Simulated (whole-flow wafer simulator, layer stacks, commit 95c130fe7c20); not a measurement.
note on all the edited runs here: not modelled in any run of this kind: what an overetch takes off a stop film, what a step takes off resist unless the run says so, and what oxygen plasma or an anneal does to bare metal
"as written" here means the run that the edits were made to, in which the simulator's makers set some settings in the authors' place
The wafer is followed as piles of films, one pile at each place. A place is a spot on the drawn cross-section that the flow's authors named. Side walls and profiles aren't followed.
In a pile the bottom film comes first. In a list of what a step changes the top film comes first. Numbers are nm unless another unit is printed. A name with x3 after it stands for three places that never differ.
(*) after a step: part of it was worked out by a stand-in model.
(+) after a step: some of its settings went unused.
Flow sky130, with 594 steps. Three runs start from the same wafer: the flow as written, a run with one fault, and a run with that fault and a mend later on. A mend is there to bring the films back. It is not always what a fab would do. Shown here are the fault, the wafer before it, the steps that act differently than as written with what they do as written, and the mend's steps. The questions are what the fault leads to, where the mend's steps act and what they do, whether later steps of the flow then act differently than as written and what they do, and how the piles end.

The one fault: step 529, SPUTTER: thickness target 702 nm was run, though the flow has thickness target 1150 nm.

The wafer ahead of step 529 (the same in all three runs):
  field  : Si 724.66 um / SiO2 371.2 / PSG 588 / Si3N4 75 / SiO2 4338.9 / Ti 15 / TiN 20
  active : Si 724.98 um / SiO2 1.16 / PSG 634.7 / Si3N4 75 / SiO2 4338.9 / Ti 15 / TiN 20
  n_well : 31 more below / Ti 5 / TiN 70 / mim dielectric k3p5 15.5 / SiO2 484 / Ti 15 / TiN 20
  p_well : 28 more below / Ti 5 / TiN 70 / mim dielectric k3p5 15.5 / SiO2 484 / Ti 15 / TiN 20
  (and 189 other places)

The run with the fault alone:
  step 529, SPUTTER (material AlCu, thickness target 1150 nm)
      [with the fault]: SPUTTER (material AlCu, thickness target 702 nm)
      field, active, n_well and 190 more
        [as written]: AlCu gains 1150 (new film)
        [with the fault]: AlCu gains 702 (new film)
  Steps further on in the flow that do not act as written (not shown: 2 more steps that differ only slightly, by at most 2% or 0.5 nm, whichever is larger):
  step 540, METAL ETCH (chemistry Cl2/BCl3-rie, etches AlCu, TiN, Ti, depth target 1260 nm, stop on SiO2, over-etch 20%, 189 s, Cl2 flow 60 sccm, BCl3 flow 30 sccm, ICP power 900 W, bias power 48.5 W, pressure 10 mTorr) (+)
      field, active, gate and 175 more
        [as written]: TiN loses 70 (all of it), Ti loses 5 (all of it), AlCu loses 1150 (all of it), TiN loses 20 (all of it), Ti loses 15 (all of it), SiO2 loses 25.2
        [with the fault]: TiN loses 70 (all of it), Ti loses 5 (all of it), AlCu loses 702 (all of it), TiN loses 20 (all of it), Ti loses 15 (all of it), SiO2 loses 70
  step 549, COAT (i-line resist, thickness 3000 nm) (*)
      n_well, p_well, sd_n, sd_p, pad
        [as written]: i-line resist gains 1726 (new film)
        [with the fault]: i-line resist gains 2125.9 (new film)
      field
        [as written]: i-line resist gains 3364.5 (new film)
        [with the fault]: i-line resist gains 3246.6 (new film)
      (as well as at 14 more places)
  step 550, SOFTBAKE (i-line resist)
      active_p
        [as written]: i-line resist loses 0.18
        [with the fault]: i-line resist gains 0.7
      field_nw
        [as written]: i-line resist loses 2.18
        [with the fault]: i-line resist gains 0.92
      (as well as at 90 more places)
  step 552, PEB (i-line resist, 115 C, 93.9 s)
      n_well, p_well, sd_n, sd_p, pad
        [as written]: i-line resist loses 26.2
        [with the fault]: i-line resist loses 33
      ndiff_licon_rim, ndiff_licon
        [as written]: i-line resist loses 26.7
        [with the fault]: i-line resist loses 33.3
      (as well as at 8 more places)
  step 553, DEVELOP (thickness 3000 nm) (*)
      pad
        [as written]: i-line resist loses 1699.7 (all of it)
        [with the fault]: i-line resist loses 2092.9 (all of it)
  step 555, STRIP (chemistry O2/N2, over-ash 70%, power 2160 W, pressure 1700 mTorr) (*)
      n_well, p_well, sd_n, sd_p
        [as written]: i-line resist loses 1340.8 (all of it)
        [with the fault]: i-line resist loses 1734 (all of it)
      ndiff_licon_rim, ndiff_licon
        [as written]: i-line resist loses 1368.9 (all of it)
        [with the fault]: i-line resist loses 1751.9 (all of it)
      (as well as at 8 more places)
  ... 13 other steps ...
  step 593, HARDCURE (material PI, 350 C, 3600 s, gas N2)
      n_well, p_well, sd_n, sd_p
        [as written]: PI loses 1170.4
        [with the fault]: PI loses 1198.8
  At n_well, p_well, gate_hv and 108 more, the piles at the end differ from the flow's by more than 2% or 0.5 nm, whichever is larger.
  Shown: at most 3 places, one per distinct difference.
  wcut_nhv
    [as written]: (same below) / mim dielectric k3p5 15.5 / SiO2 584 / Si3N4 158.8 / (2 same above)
    [with the fault]: (same below) / mim dielectric k3p5 15.5 / SiO2 539.2 / Si3N4 158.8 / (2 same above)
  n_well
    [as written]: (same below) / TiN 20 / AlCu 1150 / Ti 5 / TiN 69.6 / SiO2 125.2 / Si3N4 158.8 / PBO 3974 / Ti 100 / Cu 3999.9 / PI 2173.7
    [with the fault]: (same below) / TiN 20 / AlCu 702 / Ti 5 / TiN 69.6 / SiO2 125.2 / Si3N4 158.8 / PBO 4296 / Ti 100 / Cu 3999.9 / PI 2226.4
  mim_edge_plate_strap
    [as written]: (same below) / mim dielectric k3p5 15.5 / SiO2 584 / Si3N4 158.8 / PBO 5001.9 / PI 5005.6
    [with the fault]: (same below) / mim dielectric k3p5 15.5 / SiO2 539.2 / Si3N4 158.8 / PBO 5001.3 / PI 5005.9

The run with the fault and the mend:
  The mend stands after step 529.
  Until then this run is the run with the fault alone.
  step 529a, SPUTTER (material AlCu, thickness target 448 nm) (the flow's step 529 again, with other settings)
      field, active, n_well and 190 more
        AlCu gains 448
  None of the later steps of the flow acts differently than as written at any place that is followed.
  The piles end the same as the flow's at every place that both follow.
